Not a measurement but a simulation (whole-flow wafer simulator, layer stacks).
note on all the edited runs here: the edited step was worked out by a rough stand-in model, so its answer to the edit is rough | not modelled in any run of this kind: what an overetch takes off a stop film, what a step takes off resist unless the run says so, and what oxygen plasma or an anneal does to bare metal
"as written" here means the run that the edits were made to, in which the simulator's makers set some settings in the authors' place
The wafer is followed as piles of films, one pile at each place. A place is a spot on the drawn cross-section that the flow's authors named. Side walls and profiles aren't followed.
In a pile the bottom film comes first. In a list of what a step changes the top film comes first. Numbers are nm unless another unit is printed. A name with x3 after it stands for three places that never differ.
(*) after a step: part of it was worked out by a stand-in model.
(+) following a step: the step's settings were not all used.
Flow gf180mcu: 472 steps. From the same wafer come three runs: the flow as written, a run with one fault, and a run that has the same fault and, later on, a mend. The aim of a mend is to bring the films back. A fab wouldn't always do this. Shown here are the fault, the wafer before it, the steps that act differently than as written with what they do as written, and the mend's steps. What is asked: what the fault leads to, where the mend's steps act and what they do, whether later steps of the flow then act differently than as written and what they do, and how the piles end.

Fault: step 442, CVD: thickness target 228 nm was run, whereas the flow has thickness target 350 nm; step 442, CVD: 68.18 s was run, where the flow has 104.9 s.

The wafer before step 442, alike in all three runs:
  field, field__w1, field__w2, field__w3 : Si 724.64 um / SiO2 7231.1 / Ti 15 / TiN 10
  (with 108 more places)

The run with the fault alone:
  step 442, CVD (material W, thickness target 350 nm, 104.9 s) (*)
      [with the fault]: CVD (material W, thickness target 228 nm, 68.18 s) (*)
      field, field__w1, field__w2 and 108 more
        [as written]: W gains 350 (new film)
        [with the fault]: W gains 228.5 (new film)
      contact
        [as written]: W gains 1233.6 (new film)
        [with the fault]: W gains 1112.1 (new film)
  Steps further on in the flow that do not act as written:
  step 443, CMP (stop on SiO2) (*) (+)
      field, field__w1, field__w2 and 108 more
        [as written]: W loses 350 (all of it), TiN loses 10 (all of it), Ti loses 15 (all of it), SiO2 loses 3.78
        [with the fault]: W loses 228.5 (all of it), TiN loses 10 (all of it), Ti loses 15 (all of it), SiO2 loses 2.56
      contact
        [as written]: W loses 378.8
        [with the fault]: W loses 256.1
  At the end the piles are close to the flow's at the places that both follow, differing by at most 2% or 0.5 nm, whichever is larger.

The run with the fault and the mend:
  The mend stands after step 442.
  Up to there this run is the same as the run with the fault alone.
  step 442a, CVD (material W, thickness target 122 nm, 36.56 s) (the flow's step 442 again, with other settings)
      field, field__w1, field__w2 and 109 more
        W gains 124
  None of the later steps of the flow differs from how it acts as written, at any place that is followed, by more than 2% or 0.5 nm, whichever is larger.
  At the end the piles are close to the flow's at the places that both follow, differing by at most 2% or 0.5 nm, whichever is larger.
